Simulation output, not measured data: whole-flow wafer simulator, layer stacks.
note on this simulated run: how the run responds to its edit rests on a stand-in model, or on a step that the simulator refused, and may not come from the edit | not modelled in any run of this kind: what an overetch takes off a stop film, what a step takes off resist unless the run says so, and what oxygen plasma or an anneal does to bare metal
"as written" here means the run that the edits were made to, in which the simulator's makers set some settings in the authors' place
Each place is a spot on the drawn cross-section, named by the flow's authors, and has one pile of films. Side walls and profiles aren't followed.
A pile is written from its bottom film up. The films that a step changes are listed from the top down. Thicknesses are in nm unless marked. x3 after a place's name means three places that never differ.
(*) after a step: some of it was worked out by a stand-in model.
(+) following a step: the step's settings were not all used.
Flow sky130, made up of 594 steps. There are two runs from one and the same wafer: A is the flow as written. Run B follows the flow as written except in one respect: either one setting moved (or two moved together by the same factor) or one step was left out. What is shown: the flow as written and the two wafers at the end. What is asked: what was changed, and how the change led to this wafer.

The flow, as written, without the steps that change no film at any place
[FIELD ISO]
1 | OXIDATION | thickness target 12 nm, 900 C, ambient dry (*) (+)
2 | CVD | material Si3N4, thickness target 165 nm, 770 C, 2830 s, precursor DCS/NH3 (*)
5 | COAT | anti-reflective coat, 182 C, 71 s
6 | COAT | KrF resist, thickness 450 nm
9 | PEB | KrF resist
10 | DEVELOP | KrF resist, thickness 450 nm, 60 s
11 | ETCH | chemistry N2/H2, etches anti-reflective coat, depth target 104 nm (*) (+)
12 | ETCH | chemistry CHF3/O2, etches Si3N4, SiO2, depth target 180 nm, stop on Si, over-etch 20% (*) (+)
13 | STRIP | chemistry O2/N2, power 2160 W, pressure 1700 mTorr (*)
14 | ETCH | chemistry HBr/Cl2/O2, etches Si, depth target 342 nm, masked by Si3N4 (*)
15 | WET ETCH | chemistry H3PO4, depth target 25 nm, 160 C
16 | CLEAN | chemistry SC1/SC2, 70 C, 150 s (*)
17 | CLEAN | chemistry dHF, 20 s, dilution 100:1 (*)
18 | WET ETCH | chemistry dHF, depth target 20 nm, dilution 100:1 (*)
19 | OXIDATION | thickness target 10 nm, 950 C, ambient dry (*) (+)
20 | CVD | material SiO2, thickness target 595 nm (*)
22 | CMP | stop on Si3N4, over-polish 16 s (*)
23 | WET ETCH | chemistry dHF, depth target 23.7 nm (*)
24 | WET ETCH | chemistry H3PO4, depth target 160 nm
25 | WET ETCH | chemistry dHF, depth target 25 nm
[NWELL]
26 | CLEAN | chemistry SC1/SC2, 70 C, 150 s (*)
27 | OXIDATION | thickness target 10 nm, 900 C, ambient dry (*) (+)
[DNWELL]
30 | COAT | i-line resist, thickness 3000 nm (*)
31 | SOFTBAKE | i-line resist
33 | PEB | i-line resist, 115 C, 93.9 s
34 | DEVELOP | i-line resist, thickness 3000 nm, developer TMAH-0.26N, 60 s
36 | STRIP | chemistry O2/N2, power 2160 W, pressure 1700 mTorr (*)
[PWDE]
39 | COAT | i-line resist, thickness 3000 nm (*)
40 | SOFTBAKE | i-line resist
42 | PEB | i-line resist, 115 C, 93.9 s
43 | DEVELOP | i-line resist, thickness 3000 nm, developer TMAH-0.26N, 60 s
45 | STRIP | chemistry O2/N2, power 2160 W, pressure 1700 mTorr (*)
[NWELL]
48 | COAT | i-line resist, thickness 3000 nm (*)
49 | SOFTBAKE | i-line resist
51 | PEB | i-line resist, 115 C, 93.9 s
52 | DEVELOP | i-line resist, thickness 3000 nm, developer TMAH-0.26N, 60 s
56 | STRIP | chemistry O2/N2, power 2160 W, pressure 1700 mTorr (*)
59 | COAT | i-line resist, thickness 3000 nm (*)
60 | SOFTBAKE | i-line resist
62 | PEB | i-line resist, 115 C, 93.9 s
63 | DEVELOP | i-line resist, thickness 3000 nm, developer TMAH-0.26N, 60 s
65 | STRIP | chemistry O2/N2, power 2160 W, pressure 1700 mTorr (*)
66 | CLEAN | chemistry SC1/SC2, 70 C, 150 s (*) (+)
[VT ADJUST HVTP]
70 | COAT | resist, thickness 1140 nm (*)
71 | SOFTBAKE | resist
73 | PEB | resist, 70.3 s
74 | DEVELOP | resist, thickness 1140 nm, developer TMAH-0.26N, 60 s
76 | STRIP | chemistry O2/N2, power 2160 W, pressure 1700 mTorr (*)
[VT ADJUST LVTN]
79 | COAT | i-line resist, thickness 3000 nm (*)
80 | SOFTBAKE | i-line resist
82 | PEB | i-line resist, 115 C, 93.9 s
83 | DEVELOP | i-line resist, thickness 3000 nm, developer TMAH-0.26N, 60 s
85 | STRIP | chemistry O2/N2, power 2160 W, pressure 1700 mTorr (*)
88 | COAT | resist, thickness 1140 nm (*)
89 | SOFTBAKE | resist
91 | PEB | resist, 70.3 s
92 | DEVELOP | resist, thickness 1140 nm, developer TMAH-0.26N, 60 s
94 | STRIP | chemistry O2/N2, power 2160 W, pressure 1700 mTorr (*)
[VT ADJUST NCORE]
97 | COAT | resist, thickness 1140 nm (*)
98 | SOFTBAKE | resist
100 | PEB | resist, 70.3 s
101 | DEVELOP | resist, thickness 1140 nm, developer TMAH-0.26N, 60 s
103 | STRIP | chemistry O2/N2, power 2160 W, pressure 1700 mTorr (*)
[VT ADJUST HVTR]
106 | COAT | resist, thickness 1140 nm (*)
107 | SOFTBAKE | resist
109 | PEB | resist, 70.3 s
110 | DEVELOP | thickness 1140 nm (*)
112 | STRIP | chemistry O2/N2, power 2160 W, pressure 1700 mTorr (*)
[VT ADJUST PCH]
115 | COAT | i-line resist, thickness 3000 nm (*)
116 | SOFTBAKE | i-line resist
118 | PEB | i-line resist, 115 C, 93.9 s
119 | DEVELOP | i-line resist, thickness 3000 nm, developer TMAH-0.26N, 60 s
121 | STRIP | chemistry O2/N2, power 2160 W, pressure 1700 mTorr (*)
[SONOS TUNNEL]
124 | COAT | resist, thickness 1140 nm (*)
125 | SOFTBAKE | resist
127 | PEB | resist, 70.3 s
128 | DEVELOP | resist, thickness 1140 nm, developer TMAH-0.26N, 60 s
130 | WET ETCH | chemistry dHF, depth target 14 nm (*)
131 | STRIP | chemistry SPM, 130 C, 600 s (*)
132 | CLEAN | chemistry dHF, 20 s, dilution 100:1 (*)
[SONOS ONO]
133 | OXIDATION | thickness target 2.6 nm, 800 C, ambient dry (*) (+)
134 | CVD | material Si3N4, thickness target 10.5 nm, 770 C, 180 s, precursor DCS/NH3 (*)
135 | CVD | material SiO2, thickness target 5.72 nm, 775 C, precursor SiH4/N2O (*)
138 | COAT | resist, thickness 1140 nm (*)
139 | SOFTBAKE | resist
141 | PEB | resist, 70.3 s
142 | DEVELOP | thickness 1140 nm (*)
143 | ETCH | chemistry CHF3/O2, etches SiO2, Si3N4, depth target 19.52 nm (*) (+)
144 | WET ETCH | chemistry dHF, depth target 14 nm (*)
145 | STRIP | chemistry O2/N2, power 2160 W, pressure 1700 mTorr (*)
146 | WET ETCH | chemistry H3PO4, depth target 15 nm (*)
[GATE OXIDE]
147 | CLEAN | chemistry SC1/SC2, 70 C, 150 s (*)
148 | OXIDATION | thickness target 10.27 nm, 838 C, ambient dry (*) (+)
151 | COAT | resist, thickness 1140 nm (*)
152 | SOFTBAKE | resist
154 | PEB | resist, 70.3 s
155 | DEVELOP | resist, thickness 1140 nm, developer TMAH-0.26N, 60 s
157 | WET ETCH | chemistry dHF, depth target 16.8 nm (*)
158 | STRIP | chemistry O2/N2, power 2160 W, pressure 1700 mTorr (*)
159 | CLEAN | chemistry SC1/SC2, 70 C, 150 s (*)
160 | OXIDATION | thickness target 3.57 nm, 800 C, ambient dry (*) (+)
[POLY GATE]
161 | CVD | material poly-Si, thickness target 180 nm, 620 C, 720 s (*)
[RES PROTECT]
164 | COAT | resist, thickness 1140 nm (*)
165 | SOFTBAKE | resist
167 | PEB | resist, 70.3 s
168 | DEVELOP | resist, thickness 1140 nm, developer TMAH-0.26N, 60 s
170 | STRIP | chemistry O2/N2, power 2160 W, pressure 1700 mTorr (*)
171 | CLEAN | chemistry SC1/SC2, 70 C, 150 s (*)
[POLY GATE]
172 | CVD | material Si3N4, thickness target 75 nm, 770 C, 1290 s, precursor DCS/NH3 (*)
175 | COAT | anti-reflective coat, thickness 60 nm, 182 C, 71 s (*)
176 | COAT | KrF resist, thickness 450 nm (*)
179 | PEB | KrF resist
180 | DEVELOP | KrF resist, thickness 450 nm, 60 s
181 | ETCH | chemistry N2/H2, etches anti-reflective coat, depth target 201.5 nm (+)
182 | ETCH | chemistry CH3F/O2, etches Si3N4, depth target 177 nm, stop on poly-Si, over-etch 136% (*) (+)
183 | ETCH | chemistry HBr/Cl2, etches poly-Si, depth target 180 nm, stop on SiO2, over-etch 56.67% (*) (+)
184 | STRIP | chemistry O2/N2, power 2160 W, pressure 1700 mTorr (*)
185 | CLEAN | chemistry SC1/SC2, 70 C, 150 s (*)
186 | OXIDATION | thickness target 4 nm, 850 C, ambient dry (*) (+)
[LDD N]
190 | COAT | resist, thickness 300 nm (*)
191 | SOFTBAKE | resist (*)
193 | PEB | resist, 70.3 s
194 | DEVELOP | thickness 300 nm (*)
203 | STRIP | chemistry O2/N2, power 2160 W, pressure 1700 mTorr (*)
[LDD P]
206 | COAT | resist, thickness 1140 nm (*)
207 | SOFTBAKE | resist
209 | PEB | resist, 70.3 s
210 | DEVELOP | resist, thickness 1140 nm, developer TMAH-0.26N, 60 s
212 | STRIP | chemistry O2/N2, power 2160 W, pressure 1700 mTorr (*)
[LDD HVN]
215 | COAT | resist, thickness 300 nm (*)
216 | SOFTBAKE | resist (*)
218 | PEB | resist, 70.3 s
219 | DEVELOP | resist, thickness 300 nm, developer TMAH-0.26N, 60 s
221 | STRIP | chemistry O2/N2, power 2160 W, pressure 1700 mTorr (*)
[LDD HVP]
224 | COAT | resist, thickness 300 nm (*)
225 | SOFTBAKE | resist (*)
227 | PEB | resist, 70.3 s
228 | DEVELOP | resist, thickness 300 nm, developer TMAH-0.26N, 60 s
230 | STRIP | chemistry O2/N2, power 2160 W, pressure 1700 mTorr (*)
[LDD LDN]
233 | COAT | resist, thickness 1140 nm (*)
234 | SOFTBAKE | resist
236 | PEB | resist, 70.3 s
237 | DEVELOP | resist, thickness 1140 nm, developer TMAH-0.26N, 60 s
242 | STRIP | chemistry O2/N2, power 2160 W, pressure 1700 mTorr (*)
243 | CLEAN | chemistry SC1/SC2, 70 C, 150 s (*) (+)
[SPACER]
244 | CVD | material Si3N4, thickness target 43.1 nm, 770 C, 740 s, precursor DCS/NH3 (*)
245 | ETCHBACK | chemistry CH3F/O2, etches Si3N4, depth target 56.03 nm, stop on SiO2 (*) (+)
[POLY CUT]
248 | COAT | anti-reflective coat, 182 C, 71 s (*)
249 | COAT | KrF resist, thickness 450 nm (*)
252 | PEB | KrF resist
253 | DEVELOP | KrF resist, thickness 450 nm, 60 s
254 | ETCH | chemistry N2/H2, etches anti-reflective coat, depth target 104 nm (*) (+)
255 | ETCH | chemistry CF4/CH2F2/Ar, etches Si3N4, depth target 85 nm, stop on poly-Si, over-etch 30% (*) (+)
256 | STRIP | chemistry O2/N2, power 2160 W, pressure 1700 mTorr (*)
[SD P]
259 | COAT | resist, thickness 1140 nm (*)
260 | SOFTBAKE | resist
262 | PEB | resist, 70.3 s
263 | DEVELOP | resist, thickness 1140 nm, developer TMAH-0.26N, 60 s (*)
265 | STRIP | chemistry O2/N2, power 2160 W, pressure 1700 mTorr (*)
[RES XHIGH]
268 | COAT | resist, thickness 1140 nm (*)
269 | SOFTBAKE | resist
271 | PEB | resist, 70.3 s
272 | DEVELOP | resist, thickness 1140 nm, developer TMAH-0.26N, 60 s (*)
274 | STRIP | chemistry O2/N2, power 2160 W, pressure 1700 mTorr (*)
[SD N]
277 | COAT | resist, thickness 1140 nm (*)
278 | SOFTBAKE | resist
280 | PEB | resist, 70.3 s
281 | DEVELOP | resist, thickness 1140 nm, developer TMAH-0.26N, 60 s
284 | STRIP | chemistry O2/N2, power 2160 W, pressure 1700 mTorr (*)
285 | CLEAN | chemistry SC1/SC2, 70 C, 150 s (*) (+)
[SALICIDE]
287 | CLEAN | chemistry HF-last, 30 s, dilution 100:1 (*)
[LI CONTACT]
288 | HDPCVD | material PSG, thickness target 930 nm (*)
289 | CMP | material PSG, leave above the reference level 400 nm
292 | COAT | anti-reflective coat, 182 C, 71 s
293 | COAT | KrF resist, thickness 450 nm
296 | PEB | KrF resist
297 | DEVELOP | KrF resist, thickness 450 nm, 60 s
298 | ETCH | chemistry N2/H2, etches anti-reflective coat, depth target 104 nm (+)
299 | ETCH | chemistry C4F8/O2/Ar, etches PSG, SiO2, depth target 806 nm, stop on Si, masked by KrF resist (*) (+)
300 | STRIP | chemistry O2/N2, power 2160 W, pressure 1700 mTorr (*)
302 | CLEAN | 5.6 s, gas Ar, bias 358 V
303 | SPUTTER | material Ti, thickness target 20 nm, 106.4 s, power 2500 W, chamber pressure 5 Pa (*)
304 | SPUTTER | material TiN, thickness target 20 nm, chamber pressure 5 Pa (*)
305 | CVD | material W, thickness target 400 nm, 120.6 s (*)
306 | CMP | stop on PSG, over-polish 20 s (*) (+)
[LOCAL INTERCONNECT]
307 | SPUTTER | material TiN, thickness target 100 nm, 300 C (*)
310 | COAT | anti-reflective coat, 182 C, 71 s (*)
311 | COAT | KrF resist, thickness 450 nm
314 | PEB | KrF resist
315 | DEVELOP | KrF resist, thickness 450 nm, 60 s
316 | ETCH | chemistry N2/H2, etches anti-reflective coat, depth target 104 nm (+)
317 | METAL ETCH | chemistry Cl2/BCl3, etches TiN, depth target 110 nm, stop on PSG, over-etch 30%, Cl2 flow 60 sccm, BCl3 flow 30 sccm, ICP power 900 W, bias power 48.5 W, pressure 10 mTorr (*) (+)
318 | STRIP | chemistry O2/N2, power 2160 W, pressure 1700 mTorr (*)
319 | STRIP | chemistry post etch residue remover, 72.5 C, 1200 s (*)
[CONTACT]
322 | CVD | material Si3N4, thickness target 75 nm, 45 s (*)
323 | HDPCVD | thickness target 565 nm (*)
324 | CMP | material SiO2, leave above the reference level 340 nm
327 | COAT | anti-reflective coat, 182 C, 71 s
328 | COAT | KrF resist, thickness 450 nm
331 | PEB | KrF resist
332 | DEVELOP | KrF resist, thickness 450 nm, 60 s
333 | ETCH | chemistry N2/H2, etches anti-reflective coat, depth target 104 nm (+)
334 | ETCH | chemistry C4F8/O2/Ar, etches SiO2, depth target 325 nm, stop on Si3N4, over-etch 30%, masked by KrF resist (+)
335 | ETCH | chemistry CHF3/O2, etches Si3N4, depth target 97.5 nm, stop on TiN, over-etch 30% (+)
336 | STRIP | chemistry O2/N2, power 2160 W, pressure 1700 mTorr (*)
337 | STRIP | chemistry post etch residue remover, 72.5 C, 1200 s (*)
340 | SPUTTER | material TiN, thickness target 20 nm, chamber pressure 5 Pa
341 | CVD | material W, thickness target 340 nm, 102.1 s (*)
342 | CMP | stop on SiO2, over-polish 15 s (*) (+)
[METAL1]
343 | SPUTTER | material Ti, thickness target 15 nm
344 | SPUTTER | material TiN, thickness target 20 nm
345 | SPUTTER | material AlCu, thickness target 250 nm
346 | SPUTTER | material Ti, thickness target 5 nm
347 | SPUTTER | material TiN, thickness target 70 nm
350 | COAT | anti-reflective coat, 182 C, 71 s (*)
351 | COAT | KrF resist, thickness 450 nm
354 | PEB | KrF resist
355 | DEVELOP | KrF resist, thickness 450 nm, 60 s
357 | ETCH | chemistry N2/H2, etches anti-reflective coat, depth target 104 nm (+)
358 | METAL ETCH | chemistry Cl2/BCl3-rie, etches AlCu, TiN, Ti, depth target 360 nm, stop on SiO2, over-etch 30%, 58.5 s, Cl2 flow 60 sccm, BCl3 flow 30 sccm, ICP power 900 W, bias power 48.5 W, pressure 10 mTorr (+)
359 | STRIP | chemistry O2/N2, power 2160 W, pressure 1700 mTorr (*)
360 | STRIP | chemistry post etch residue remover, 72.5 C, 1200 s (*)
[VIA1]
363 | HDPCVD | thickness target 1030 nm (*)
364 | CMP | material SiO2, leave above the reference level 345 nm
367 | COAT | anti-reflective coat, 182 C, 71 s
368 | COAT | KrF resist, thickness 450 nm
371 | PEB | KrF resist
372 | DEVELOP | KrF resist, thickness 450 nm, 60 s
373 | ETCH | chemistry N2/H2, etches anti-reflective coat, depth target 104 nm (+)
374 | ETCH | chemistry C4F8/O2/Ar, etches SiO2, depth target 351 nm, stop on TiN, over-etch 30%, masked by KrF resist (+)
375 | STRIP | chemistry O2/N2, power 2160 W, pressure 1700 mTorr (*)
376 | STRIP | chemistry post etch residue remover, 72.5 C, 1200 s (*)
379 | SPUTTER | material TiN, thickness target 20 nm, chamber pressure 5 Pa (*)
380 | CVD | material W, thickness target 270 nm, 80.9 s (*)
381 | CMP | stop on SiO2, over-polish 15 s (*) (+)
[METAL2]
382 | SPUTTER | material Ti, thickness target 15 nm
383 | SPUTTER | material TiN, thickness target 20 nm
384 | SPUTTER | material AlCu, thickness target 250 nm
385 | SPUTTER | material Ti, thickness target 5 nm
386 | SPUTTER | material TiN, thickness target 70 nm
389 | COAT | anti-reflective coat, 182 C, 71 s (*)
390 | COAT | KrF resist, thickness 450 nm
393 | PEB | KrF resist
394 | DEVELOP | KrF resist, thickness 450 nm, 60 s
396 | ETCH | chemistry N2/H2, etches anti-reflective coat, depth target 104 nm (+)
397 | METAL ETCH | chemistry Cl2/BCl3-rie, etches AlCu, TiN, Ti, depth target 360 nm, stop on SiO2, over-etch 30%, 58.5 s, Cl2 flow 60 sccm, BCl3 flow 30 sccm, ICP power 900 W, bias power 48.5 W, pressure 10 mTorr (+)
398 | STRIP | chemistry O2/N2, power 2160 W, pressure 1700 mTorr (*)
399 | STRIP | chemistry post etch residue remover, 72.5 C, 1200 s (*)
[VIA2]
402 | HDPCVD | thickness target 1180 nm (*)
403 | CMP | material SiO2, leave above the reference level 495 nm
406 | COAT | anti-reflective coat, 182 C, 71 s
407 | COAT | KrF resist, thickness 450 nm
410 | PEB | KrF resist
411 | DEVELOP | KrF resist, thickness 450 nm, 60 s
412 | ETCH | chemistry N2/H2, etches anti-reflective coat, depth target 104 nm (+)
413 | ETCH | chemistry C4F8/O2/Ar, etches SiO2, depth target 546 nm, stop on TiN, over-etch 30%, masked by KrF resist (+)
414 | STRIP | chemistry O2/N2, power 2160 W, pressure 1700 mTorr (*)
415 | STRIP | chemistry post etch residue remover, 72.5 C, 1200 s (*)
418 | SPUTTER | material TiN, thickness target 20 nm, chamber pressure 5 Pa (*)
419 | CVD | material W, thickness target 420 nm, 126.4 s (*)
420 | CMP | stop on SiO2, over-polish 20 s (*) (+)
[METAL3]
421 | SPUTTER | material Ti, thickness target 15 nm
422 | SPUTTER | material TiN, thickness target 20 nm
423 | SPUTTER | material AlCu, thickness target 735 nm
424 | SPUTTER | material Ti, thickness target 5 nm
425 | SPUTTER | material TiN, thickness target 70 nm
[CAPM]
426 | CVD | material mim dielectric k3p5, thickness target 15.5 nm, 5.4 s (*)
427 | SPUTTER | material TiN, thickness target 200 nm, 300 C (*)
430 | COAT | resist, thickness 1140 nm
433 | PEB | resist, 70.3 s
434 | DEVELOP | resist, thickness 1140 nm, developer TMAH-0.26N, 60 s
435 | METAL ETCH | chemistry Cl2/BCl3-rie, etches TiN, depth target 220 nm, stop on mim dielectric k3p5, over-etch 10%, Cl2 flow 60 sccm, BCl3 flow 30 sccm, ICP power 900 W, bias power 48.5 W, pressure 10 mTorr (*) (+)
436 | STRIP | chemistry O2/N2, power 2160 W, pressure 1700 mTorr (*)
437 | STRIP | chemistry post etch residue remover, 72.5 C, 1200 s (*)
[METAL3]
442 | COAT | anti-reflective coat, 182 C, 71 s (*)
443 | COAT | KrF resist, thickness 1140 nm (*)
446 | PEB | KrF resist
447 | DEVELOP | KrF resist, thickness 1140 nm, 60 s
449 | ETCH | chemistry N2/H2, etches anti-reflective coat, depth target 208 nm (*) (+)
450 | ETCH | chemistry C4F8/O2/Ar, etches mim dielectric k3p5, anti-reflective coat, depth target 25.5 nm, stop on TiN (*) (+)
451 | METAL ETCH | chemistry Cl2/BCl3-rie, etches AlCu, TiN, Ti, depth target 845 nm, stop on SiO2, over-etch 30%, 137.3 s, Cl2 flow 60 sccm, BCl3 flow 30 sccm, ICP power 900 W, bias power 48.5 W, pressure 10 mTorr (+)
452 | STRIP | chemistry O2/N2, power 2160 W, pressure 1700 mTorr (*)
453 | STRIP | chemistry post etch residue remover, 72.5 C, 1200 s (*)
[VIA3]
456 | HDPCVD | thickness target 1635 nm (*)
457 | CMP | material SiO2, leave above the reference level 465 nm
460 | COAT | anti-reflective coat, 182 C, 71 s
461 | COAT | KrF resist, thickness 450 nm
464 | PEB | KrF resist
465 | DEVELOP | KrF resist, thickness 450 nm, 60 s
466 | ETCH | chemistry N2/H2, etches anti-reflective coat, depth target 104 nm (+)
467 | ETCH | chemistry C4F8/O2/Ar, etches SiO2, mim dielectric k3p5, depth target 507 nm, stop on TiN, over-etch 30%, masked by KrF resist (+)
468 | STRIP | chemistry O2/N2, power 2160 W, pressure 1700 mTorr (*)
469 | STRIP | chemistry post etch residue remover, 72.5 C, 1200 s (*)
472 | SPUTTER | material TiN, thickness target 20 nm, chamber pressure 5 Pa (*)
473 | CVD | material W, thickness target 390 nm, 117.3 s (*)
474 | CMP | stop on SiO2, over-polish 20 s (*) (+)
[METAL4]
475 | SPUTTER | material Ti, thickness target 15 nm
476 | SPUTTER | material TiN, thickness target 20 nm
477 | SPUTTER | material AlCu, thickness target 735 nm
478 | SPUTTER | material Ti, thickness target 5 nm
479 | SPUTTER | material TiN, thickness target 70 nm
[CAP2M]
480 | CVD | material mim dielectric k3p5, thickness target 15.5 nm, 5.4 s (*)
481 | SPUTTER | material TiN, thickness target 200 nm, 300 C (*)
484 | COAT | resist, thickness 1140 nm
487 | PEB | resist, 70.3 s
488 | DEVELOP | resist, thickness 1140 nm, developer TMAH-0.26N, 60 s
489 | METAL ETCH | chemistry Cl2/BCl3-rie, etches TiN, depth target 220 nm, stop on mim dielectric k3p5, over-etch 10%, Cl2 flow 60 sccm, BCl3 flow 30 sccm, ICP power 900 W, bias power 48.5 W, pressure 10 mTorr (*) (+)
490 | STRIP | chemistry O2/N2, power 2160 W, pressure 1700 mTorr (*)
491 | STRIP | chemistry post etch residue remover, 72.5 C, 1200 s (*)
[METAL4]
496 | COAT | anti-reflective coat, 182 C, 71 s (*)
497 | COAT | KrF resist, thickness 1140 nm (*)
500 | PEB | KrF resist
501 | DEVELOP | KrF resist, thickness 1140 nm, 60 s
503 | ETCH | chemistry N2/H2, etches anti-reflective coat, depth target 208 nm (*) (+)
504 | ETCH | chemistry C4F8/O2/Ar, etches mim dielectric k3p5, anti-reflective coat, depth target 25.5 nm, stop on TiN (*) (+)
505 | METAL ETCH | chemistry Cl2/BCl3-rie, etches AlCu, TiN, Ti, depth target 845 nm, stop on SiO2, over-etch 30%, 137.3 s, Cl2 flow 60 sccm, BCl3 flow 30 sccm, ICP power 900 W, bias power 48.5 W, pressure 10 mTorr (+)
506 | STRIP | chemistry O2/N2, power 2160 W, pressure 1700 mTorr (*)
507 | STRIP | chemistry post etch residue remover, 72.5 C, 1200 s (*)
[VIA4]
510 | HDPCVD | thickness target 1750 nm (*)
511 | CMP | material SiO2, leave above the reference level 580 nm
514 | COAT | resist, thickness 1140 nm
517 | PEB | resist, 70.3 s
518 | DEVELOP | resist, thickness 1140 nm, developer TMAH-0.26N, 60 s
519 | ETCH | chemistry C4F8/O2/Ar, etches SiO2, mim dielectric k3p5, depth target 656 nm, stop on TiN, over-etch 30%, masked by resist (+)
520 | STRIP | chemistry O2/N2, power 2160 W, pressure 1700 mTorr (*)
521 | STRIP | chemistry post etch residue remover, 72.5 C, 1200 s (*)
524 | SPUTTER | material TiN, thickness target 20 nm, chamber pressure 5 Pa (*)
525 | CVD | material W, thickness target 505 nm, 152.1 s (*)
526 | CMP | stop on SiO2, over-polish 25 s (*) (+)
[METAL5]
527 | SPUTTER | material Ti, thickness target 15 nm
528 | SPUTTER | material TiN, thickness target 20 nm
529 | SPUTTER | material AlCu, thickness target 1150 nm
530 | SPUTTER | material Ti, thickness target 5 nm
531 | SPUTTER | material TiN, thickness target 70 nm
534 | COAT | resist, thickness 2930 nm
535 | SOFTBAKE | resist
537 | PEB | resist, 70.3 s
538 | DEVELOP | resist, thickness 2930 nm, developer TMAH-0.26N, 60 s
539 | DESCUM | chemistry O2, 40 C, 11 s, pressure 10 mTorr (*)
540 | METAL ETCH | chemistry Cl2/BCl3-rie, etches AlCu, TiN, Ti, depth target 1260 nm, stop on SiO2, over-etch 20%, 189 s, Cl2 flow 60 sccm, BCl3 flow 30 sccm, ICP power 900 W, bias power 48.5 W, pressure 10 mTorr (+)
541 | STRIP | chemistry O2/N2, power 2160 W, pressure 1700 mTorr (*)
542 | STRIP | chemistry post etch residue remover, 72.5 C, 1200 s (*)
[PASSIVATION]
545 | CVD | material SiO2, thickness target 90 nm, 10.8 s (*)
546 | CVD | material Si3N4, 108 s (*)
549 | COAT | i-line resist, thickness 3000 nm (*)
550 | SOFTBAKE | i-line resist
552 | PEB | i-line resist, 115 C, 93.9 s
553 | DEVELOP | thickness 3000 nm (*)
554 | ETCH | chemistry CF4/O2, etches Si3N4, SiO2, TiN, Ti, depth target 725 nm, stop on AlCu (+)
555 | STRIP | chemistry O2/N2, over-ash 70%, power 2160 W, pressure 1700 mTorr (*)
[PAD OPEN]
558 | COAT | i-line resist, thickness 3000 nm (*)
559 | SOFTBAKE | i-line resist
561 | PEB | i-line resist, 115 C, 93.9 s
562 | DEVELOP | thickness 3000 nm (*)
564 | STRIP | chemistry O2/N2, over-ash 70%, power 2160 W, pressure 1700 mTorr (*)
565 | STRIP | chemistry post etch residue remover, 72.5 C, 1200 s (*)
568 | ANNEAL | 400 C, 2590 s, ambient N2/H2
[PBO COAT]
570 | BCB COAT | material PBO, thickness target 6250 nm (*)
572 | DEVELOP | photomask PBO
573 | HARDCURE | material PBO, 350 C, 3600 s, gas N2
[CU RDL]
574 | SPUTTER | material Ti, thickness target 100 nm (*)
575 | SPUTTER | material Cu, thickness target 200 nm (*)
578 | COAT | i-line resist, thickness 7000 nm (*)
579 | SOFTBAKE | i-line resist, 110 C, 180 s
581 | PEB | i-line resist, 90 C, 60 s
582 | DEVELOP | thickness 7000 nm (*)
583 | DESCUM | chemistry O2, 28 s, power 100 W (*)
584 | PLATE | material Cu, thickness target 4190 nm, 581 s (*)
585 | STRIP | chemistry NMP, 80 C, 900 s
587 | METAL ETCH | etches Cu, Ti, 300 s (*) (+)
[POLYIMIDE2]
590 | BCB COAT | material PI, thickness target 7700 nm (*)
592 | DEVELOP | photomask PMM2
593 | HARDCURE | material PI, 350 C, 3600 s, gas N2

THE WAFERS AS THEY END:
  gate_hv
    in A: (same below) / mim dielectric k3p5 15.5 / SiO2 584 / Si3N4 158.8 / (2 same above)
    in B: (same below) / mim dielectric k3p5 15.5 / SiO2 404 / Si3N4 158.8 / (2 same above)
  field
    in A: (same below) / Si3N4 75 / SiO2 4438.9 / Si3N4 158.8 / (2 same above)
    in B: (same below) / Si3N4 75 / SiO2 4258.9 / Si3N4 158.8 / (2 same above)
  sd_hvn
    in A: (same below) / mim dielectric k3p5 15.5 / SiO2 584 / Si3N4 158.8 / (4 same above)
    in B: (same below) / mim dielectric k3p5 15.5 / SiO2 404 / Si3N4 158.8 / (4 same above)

The reason: step 511, CMP: leave above the reference level 400 nm was run, whereas the flow has leave above the reference level 580 nm.

The path from the change to this, step by step:
  511 | CMP | material SiO2, leave above the reference level 580 nm
      n_well, p_well, gate_hv and 99 more: A SiO2 loses 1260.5 | B SiO2 loses 1440.5
      field, active, gate and 77 more: A SiO2 loses 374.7 | B SiO2 loses 554.7
      (as well as at 11 more places)
  519 | ETCH | chemistry C4F8/O2/Ar, etches SiO2, mim dielectric k3p5, depth target 656 nm, stop on TiN, over-etch 30%, masked by resist (+)
      field, active, n_well and 188 more: A resist loses 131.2 | B resist loses 84.7
      m1: A SiO2 loses 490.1 (all of it), mim dielectric k3p5 loses 15.5 (all of it) | B SiO2 loses 310.1 (all of it), mim dielectric k3p5 loses 15.5 (all of it)
      (as well as at 1 more place)
  520 | STRIP | chemistry O2/N2, power 2160 W, pressure 1700 mTorr (*)
      field, active, n_well and 188 more: A resist loses 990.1 (all of it) | B resist loses 1036.6 (all of it)
  524 | SPUTTER | material TiN, thickness target 20 nm, chamber pressure 5 Pa (*)
      m1, via4_hole: A TiN gains 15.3 | B TiN gains 16.6
  525 | CVD | material W, thickness target 505 nm, 152.1 s (*)
      m1: A W gains 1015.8 (new film) | B W gains 637.7 (new film)
      via4_hole: A W gains 1015.2 (new film) | B W gains 638.8 (new film)
  526 | CMP | stop on SiO2, over-polish 25 s (*) (+)
      m1: A W loses 532.7 | B W loses 335.9
      via4_hole: A W loses 532.7 | B W loses 337.6
